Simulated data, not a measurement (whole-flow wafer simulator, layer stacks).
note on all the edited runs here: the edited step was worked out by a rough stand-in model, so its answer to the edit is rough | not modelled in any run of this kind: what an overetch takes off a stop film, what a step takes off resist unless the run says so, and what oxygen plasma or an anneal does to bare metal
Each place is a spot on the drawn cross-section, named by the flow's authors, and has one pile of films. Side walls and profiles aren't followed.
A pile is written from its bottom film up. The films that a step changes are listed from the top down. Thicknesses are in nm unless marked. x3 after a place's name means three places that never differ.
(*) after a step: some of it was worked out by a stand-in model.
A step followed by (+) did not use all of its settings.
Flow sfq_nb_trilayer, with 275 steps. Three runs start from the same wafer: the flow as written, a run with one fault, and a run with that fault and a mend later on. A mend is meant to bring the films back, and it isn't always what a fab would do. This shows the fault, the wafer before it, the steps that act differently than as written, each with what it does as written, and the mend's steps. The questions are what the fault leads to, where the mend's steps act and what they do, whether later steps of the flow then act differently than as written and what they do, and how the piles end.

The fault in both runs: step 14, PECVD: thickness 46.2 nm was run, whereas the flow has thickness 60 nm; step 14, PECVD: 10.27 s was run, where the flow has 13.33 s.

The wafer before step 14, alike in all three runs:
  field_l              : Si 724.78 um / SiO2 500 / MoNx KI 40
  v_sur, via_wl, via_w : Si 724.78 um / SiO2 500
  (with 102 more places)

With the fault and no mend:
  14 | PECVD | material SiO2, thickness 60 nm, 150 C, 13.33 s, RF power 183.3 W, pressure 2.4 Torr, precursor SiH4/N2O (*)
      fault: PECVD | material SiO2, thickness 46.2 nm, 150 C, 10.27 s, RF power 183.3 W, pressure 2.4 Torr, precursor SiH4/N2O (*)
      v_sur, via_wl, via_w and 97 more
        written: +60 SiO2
        fault: +46.2 SiO2
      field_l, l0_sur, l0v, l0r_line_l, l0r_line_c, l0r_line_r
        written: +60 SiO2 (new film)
        fault: +46.2 SiO2 (new film)
  Steps further on in the flow that do not act as written (8 other steps are not shown; they differ only slightly, by no more than 2% or 0.5 nm, whichever is larger):
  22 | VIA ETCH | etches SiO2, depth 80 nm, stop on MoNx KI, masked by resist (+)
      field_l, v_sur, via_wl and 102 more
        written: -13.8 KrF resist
        fault: -11.9 KrF resist
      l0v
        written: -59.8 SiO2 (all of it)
        fault: -46 SiO2 (all of it)
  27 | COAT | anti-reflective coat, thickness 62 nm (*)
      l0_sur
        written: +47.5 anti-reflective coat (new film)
        fault: +49 anti-reflective coat (new film)
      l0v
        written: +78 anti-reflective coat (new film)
        fault: +73.8 anti-reflective coat (new film)
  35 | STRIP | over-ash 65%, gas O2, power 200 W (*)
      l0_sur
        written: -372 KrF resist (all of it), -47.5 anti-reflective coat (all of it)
        fault: -372.8 KrF resist (all of it), -49 anti-reflective coat (all of it)
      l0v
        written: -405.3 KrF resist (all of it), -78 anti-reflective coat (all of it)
        fault: -396.7 KrF resist (all of it), -73.8 anti-reflective coat (all of it)
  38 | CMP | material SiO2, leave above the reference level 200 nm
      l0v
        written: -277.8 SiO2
        fault: -293.8 SiO2
  By the end, the piles at field_l, v_sur, via_wl and 99 more depart from the flow's by more than 2% or 0.5 nm, whichever is larger.
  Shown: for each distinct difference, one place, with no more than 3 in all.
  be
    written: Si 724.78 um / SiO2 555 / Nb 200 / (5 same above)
    fault: Si 724.78 um / SiO2 541.2 / Nb 200 / (5 same above)
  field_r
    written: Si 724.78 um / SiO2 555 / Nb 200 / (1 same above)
    fault: Si 724.78 um / SiO2 541.2 / Nb 200 / (1 same above)
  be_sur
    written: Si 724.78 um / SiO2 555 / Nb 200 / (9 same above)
    fault: Si 724.78 um / SiO2 541.2 / Nb 200 / (9 same above)

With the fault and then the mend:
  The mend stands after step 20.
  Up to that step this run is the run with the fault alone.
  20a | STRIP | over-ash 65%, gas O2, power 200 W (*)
      p4_fl x3, p4_w1 x9, p4_g1 x2 and 59 more
        -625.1 KrF resist (all of it), -62 anti-reflective coat (all of it)
      jj_sur, ce_l, c5j, ce_r, sp_r, be_r, r_sur
        -632 KrF resist (all of it), -63.7 anti-reflective coat (all of it)
      l0r_line_l, l0r_line_c, l0r_line_r
        -621.1 KrF resist (all of it), -58.9 anti-reflective coat (all of it)
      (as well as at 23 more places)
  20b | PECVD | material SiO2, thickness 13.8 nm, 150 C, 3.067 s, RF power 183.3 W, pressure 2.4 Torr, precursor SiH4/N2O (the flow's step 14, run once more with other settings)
      field_l, v_sur, via_wl and 103 more
        +13.8 SiO2
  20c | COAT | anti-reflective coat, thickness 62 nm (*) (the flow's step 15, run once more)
      p4_fl x3, p4_w1 x9, p4_g1 x2 and 59 more
        +62 anti-reflective coat (new film)
      be_sur, gap, jj_sur and 8 more
        +63.7 anti-reflective coat (new film)
      wire, be, moat, field_r, lsp_l
        +63.8 anti-reflective coat (new film)
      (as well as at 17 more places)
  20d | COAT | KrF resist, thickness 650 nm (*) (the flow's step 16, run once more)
      p4_fl x3, p4_w1 x9, p4_g1 x2 and 59 more
        +650 KrF resist (new film)
      jj_sur, ce_l, c5j, ce_r, sp_r, be_r, r_sur
        +656.9 KrF resist (new film)
      l0r_line_l, l0r_line_c, l0r_line_r
        +646 KrF resist (new film)
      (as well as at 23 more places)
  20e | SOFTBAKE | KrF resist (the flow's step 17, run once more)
      does not change any film at any place that is followed
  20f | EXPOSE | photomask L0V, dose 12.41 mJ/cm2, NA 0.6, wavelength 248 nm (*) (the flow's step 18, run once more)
      does not change any film at any place that is followed
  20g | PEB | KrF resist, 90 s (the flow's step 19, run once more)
      p4_fl x3, p4_w1 x9, p4_g1 x2 and 59 more
        -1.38 KrF resist
      via_v, wire, be and 15 more
        -1.39 KrF resist
      v_sur, via_w, via_wr, via_sp, lsp_m, ln_m6, lsp_r
        -1.4 KrF resist
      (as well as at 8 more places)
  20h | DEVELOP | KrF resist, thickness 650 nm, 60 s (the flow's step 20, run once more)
      field_l, v_sur, via_wl and 102 more
        -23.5 KrF resist
      l0v
        -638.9 KrF resist (all of it)
  Later steps of the flow that are run all act as written at every place that is followed, up to a difference of at most 2% or 0.5 nm, whichever is larger.
  By the end, the piles equal the flow's at every place that both follow.
